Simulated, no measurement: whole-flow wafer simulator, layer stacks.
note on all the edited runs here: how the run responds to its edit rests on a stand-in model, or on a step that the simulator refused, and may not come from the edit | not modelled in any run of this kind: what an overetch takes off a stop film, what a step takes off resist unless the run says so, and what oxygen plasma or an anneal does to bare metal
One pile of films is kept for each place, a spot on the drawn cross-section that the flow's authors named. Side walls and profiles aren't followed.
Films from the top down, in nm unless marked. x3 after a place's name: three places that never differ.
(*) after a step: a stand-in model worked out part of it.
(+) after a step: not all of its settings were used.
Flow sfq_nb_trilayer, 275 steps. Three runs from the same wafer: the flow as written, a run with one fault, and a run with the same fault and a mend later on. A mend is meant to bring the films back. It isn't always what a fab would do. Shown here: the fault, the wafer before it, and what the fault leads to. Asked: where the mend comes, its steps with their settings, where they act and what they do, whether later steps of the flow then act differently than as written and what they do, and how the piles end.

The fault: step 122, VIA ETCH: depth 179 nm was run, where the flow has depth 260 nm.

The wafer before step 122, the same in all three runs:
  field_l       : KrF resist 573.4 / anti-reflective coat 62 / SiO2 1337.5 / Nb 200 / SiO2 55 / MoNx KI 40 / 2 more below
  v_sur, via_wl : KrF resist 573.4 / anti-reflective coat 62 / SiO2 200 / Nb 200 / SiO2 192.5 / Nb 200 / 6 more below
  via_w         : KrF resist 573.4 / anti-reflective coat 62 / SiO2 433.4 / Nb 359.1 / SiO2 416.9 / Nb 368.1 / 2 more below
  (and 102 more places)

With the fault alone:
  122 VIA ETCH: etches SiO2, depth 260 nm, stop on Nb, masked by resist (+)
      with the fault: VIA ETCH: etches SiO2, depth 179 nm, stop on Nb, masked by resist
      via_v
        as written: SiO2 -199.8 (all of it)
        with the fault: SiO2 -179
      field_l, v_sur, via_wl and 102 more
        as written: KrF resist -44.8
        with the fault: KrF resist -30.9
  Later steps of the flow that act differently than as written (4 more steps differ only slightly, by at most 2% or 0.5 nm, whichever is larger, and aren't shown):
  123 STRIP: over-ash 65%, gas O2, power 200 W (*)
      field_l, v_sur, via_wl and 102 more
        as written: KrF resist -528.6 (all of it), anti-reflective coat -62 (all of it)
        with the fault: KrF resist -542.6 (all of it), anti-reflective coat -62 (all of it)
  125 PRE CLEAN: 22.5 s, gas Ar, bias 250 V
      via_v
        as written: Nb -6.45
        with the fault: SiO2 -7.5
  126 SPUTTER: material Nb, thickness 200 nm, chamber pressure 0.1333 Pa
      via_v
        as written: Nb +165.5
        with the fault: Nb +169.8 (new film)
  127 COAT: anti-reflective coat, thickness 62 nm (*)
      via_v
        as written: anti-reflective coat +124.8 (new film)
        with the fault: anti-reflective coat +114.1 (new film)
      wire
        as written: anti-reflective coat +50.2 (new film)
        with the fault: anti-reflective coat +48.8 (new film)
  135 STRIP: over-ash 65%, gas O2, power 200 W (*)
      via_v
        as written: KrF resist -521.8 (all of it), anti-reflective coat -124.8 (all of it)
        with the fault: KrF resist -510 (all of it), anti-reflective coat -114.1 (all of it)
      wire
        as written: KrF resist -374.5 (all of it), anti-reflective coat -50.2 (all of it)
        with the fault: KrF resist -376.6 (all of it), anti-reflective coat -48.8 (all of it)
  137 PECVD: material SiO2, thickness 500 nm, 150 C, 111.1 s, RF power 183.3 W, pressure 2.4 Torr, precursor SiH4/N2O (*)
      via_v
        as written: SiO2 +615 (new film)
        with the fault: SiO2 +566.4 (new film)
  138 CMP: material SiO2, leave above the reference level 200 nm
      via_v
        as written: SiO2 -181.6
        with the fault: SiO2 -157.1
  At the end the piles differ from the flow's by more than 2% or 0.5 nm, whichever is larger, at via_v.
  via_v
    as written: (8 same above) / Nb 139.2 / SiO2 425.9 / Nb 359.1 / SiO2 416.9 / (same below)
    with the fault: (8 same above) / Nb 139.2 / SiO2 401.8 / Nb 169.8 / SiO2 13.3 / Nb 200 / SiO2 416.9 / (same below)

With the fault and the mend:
  The mend comes after step 123.
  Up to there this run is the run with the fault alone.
  123a COAT: anti-reflective coat, thickness 62 nm (*) (the flow's step 115 once more)
      p4_fl x3, p4_w1 x9, p4_g1 x2 and 63 more
        anti-reflective coat +62 (new film)
      moat, field_r, lsp_l and 6 more
        anti-reflective coat +61.8 (new film)
      be_r, r_sur, res, r_end
        anti-reflective coat +61.7 (new film)
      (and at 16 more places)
  123b COAT: KrF resist, thickness 650 nm (*) (the flow's step 116 once more)
      p4_fl x3, p4_w1 x9, p4_g1 x2 and 63 more
        KrF resist +650 (new film)
      lsp_l, ln_m5, lsp_m, ln_m6, lsp_r, l0_sur, l0v
        KrF resist +649.6 (new film)
      r_end, moat, field_r
        KrF resist +649.5 (new film)
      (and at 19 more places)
  123c SOFTBAKE: KrF resist (the flow's step 117 once more)
      changes no film at any place that is followed
  123d EXPOSE: photomask I3, dose 11.91 mJ/cm2, NA 0.6, wavelength 248 nm (*) (the flow's step 118 once more)
      changes no film at any place that is followed
  123e PEB: KrF resist, 90 s (the flow's step 119 once more)
      ce_r, sp_r, be_r and 89 more
        KrF resist -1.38
      field_l, v_sur, via_wl and 8 more
        KrF resist -1.37
      via_wr, be
        KrF resist -1.36
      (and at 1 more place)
  123f DEVELOP: KrF resist, thickness 650 nm, 60 s (the flow's step 120 once more)
      field_l, v_sur, via_wl and 102 more
        KrF resist -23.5
      via_v
        KrF resist -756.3 (all of it)
  123g VIA ETCH: etches anti-reflective coat, depth 125 nm, masked by resist (+) (the flow's step 121 once more)
      field_l, v_sur, via_wl and 102 more
        KrF resist -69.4
      via_v
        anti-reflective coat -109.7 (all of it)
  123h VIA ETCH: etches SiO2, depth 81 nm, stop on Nb, masked by resist (+) (the flow's step 122 once more, with other settings)
      field_l, v_sur, via_wl and 102 more
        KrF resist -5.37
      via_v
        SiO2 -20.8 (all of it)
  123i STRIP: over-ash 65%, gas O2, power 200 W (*) (the flow's step 123 once more)
      p4_fl x3, p4_w1 x9, p4_g1 x2 and 63 more
        KrF resist -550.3 (all of it), anti-reflective coat -62 (all of it)
      lsp_l, ln_m5, lsp_m, ln_m6, lsp_r, l0_sur, l0v
        KrF resist -549.9 (all of it), anti-reflective coat -61.8 (all of it)
      ce_r, sp_r
        KrF resist -549.4 (all of it), anti-reflective coat -61.6 (all of it)
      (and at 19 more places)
  No later step of the flow acts differently than as written at any place that is followed.
  At the end the piles are the same as the flow's at every place that both follow.
